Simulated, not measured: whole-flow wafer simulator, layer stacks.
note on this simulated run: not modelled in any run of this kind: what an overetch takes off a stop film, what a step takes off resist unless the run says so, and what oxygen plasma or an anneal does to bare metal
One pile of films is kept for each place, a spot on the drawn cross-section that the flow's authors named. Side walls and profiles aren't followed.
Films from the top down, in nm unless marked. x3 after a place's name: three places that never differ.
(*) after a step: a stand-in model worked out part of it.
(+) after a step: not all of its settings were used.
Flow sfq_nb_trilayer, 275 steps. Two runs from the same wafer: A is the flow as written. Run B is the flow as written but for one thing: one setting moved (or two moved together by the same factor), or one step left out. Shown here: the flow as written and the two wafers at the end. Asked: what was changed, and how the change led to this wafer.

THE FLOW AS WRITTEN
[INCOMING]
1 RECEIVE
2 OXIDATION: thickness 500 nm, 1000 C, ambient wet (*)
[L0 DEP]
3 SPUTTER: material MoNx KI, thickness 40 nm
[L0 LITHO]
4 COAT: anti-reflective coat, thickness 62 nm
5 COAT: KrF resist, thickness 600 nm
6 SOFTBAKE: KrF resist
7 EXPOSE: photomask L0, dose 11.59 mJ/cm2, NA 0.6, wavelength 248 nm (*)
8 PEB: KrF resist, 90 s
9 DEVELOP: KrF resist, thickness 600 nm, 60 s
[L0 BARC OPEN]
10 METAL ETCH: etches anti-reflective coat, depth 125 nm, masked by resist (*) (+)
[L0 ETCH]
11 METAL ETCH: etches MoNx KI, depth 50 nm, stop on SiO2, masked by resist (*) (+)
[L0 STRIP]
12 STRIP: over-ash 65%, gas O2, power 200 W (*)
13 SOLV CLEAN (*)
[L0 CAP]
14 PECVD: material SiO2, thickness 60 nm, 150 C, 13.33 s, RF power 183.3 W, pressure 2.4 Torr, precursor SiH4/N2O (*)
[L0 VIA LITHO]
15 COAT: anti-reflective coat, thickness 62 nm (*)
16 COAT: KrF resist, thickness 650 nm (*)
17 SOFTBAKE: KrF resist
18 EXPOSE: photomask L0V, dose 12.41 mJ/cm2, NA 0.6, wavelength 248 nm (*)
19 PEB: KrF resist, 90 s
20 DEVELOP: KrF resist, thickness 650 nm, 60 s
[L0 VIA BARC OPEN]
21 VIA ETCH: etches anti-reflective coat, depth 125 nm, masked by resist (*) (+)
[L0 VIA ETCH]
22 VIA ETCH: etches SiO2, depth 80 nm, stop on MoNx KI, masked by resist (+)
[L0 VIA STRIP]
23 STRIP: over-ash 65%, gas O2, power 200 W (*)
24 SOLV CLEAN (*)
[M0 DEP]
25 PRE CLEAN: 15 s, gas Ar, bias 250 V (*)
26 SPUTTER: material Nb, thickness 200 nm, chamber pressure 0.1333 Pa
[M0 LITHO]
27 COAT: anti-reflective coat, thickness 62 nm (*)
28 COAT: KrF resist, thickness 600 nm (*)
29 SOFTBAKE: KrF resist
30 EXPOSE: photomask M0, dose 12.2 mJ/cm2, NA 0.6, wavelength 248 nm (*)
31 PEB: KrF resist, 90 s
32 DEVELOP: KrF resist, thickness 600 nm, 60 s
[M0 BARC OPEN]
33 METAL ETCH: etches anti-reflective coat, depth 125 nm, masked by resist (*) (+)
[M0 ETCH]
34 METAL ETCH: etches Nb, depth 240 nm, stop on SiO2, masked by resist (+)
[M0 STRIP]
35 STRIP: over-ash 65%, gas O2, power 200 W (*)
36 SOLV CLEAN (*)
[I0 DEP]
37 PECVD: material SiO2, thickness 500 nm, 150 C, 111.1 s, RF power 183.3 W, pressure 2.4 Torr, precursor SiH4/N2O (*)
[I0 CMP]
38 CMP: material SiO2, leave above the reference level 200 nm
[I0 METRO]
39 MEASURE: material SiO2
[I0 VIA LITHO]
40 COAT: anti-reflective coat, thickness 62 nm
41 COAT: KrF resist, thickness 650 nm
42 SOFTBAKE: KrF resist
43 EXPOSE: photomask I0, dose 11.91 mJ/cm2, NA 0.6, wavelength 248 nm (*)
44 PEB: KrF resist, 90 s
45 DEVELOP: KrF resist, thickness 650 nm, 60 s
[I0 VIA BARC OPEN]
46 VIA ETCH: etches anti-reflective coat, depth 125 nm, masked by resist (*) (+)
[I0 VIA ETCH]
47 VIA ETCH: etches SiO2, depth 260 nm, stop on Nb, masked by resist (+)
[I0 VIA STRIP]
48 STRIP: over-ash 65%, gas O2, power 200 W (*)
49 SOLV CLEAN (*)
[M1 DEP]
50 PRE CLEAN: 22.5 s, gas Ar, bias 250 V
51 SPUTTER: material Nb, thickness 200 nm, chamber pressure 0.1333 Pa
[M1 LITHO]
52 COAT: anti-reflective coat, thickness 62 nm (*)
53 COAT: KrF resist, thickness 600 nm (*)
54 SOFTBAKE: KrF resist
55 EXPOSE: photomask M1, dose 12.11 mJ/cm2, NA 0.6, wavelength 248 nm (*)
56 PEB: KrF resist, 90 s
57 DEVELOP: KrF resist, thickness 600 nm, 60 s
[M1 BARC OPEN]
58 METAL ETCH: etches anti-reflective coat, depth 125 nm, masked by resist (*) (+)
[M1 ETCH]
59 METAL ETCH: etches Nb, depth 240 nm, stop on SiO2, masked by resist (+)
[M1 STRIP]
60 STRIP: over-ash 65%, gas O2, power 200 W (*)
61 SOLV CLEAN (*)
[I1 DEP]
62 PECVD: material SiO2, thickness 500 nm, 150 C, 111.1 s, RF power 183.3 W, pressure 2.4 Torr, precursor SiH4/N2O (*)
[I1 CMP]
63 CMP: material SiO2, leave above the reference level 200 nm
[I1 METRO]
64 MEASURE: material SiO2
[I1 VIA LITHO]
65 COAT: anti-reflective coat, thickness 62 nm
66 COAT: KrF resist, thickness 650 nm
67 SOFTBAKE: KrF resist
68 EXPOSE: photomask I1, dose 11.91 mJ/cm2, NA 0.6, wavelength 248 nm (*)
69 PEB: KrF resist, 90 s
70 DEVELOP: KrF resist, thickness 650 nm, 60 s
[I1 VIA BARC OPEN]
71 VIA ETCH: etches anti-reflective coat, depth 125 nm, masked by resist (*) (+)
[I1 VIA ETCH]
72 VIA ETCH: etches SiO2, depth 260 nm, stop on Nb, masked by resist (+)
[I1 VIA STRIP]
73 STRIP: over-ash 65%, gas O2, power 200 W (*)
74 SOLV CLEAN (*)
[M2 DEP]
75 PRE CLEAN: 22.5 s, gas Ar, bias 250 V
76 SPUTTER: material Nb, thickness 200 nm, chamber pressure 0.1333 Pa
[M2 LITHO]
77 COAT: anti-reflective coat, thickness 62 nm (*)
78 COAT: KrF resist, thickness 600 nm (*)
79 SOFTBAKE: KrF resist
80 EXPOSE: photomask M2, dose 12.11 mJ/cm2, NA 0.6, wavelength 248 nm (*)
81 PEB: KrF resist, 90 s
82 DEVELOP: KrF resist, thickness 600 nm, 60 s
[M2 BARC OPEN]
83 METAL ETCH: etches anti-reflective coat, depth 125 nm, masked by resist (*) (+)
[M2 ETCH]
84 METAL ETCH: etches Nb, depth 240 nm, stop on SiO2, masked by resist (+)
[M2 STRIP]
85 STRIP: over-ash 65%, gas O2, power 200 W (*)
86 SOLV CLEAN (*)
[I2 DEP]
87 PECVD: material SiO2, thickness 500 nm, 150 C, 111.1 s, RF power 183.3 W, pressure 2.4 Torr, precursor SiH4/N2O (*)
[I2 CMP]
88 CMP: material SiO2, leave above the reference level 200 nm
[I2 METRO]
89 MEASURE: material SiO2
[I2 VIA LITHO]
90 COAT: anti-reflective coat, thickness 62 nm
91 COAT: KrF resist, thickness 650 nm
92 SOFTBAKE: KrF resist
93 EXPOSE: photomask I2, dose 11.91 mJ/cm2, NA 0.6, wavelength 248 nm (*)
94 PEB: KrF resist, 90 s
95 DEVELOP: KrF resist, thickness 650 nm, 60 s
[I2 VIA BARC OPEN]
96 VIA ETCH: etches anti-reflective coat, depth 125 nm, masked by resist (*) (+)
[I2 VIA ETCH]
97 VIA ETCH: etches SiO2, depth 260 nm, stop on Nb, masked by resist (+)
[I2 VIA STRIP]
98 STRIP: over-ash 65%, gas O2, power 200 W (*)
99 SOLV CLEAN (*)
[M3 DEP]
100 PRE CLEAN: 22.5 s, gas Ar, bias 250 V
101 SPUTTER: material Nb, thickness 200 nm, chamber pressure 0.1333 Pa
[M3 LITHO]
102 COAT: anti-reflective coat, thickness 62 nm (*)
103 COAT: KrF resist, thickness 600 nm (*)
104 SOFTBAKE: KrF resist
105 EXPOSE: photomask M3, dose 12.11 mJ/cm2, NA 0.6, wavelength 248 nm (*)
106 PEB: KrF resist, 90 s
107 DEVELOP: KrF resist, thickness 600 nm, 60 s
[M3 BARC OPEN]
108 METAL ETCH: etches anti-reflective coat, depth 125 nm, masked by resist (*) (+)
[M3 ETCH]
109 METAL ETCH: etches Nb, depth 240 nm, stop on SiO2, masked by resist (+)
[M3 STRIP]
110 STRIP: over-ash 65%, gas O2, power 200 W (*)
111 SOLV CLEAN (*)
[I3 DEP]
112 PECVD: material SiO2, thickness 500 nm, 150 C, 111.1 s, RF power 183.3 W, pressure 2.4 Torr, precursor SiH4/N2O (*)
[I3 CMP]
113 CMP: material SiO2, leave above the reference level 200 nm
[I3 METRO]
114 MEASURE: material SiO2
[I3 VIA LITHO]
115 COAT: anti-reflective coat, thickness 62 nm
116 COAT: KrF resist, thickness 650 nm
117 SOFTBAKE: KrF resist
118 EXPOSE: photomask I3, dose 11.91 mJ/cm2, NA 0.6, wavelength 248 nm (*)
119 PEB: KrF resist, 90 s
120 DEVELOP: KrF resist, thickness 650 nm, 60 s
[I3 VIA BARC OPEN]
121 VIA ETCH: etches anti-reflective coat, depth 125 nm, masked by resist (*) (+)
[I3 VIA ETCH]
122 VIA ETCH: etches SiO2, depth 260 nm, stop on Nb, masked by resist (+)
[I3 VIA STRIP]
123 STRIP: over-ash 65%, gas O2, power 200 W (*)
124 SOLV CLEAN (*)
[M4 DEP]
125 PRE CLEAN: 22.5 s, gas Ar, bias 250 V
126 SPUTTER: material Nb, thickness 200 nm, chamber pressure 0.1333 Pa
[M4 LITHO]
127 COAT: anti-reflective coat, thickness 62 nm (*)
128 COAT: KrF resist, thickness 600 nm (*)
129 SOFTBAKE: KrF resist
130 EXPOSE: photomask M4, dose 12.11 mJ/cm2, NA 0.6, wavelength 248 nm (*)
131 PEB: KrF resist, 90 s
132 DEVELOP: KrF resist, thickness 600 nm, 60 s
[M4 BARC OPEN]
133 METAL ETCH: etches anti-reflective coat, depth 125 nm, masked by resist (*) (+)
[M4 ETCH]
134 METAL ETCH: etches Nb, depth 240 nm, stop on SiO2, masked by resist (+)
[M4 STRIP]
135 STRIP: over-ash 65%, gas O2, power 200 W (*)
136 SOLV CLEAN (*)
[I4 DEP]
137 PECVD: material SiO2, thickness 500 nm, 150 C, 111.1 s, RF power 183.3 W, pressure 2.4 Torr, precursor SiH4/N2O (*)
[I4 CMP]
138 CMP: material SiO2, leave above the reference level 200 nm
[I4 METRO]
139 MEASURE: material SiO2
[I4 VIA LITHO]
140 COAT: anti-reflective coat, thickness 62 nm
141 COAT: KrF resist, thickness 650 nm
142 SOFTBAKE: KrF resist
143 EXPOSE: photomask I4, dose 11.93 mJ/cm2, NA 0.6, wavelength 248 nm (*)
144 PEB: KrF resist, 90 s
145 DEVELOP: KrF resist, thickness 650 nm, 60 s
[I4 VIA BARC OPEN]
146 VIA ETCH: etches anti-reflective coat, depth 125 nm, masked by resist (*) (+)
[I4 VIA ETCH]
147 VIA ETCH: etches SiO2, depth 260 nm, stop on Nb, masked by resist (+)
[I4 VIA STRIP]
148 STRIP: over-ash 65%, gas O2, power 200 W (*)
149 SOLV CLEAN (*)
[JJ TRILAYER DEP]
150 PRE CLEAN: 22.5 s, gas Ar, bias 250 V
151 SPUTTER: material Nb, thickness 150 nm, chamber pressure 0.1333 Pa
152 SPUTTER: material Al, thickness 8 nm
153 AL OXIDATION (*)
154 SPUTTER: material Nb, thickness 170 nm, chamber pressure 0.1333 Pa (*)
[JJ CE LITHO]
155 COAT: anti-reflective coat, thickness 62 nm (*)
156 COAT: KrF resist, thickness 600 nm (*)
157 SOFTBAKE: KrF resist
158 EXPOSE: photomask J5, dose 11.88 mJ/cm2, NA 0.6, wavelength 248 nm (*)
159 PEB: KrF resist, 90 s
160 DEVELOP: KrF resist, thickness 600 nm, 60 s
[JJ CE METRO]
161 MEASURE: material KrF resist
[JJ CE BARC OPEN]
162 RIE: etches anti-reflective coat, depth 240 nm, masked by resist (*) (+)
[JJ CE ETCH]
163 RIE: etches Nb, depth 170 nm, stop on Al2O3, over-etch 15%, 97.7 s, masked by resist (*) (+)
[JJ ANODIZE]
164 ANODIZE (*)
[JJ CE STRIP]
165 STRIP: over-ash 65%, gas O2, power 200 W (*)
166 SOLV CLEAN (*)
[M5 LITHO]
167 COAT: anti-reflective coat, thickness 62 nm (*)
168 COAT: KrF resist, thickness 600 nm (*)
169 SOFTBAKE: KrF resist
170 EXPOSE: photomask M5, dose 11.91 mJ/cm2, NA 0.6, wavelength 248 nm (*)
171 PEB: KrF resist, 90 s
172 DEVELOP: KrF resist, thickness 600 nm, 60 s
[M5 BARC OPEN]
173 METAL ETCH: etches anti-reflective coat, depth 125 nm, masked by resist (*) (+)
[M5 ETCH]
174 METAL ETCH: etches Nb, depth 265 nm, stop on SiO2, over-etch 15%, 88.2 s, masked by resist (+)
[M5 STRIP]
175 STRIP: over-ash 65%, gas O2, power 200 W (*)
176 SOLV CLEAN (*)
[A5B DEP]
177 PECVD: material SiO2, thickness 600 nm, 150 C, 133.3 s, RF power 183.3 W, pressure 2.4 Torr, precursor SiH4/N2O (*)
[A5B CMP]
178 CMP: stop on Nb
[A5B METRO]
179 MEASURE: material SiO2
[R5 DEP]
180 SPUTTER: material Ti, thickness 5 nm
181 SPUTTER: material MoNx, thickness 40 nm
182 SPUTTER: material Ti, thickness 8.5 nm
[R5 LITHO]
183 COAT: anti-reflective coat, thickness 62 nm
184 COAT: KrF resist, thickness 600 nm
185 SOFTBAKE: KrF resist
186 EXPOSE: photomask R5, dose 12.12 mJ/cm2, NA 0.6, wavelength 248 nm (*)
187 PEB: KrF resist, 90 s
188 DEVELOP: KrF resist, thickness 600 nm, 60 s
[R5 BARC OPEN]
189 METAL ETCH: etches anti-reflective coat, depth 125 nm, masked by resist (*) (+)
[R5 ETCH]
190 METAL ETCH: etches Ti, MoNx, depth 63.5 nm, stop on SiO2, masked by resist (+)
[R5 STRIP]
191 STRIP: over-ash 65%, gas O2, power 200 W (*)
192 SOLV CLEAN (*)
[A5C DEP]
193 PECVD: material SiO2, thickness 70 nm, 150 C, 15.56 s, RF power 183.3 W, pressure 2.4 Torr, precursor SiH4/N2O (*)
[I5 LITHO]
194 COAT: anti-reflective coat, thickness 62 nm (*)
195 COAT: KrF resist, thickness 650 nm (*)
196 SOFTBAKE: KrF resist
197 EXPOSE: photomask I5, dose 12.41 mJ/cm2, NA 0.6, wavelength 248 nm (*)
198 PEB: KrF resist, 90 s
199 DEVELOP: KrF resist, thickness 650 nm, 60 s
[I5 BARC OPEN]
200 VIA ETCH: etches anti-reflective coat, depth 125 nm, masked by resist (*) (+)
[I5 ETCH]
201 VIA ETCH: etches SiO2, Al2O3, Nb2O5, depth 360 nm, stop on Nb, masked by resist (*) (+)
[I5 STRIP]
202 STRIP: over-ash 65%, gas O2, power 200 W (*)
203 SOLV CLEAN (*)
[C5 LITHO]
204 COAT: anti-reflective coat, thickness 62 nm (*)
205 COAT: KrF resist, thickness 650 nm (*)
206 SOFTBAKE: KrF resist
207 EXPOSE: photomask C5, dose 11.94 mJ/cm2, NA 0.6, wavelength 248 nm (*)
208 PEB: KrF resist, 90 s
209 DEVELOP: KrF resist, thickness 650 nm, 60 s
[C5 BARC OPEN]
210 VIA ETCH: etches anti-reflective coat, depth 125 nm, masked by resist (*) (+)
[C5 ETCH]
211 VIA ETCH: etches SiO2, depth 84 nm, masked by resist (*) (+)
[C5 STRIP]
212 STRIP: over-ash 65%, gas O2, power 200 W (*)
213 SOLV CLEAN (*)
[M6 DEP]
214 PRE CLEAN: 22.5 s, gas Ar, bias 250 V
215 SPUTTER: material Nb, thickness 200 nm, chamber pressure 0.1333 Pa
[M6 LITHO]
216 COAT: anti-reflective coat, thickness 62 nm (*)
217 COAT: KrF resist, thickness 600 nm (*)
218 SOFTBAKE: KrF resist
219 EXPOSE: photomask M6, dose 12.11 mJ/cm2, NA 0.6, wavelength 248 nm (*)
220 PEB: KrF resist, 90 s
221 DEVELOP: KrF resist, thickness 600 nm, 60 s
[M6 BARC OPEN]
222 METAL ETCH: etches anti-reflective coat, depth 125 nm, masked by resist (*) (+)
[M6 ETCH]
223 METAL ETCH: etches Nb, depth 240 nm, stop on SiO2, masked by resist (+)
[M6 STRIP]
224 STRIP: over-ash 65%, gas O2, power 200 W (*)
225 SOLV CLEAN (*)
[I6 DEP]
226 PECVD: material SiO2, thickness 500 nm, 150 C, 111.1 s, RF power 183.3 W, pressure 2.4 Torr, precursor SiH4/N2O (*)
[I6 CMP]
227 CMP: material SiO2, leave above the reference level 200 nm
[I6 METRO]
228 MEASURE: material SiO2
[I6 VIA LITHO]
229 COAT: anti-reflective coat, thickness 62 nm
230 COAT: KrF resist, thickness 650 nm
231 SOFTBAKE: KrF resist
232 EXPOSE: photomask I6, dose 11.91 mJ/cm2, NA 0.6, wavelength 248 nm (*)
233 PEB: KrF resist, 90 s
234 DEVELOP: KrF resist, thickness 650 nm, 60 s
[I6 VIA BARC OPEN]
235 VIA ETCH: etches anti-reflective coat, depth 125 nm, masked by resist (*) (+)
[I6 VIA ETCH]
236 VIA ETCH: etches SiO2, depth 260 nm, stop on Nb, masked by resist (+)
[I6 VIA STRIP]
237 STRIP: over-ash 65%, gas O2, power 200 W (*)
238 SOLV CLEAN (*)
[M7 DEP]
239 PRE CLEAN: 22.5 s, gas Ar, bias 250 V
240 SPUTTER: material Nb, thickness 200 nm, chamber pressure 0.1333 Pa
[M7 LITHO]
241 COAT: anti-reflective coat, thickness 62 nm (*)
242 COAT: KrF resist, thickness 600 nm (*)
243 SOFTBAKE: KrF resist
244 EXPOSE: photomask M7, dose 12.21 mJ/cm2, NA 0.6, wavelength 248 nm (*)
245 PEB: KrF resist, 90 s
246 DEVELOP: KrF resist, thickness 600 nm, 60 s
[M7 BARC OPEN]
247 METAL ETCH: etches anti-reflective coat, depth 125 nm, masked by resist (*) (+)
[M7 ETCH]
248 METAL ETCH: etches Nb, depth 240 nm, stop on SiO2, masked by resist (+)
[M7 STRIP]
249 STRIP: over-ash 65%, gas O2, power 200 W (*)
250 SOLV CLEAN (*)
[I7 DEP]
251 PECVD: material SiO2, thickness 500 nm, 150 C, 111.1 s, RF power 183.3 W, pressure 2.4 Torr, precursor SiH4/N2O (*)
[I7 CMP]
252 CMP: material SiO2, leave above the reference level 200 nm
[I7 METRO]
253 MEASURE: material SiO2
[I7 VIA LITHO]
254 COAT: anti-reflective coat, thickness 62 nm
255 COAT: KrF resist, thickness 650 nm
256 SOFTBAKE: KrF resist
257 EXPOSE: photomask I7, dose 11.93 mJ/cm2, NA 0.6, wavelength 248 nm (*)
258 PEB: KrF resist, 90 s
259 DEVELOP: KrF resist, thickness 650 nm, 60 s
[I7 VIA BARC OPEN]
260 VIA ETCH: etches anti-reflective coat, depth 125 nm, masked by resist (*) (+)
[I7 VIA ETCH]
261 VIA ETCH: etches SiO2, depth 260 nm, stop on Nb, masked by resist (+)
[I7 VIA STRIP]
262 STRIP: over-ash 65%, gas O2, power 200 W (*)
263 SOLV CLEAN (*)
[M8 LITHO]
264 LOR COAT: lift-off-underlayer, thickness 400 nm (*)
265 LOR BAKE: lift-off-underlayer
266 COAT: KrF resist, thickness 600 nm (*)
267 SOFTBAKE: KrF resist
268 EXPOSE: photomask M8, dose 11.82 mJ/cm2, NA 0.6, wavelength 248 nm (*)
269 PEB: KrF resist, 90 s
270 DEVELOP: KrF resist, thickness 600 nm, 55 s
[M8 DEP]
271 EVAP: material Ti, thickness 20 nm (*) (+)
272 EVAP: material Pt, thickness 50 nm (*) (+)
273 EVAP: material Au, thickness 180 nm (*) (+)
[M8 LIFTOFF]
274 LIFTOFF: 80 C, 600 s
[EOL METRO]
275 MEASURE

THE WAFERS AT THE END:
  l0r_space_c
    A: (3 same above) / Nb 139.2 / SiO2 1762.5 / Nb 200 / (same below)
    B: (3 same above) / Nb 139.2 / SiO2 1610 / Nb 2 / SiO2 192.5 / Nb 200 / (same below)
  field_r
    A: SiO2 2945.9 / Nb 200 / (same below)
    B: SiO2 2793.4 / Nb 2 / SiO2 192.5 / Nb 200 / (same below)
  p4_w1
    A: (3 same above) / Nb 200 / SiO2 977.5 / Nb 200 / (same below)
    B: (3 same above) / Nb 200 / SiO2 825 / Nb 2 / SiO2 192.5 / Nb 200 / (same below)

The cause: step 51, SPUTTER: thickness 242 nm was run, where the flow has thickness 200 nm.

How the change led to this, step by step:
  51 SPUTTER: material Nb, thickness 200 nm, chamber pressure 0.1333 Pa
      field_l, v_sur, via_wl and 102 more: A Nb +200 (new film) | B Nb +242 (new film)
      via_w: A Nb +174.5 | B Nb +211.7
  52 COAT: anti-reflective coat, thickness 62 nm (*)
      via_wl: A anti-reflective coat +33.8 (new film) | B anti-reflective coat +32.3 (new film)
      via_wr: A anti-reflective coat +34.9 (new film) | B anti-reflective coat +33.6 (new film)
  59 METAL ETCH: etches Nb, depth 240 nm, stop on SiO2, masked by resist (+)
      field_l, be, be_sur and 79 more: A Nb -200 (all of it) | B Nb -240
  60 STRIP: over-ash 65%, gas O2, power 200 W (*)
      via_wl: A KrF resist -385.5 (all of it), anti-reflective coat -33.8 (all of it) | B KrF resist -385.9 (all of it), anti-reflective coat -32.3 (all of it)
      via_wr: A KrF resist -384.4 (all of it), anti-reflective coat -34.9 (all of it) | B KrF resist -384.8 (all of it), anti-reflective coat -33.6 (all of it)
  62 PECVD: material SiO2, thickness 500 nm, 150 C, 111.1 s, RF power 183.3 W, pressure 2.4 Torr, precursor SiH4/N2O (*)
      field_l, be, be_sur and 72 more: A SiO2 +500 | B SiO2 +500 (new film)
      lsp_m, ln_m6, lsp_r, l0_sur, l0v: A SiO2 +494.9 | B SiO2 +493.9 (new film)
      (and at 3 more places)
  63 CMP: material SiO2, leave above the reference level 200 nm
      field_l, be, be_sur and 72 more: A SiO2 -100 | B SiO2 -60
      lsp_m, ln_m6, lsp_r, l0_sur, l0v: A SiO2 -94.9 | B SiO2 -53.9
      (and at 1 more place)
Counting metal films that touch as one body, l0r_space_c has 3 bodies (between them, from the top down: SiO2 1610; SiO2 192.5); the flow as written gives 2 bodies (between them, from the top down: SiO2 1762.5).
Counting metal films that touch as one body, field_r has 2 bodies (between them, from the top down: SiO2 192.5); the flow as written gives 1 body.
Counting metal films that touch as one body, p4_w1 has 4 bodies (between them, from the top down: SiO2 192.5; SiO2 825; SiO2 192.5); the flow as written gives 3 bodies (between them, from the top down: SiO2 192.5; SiO2 977.5).
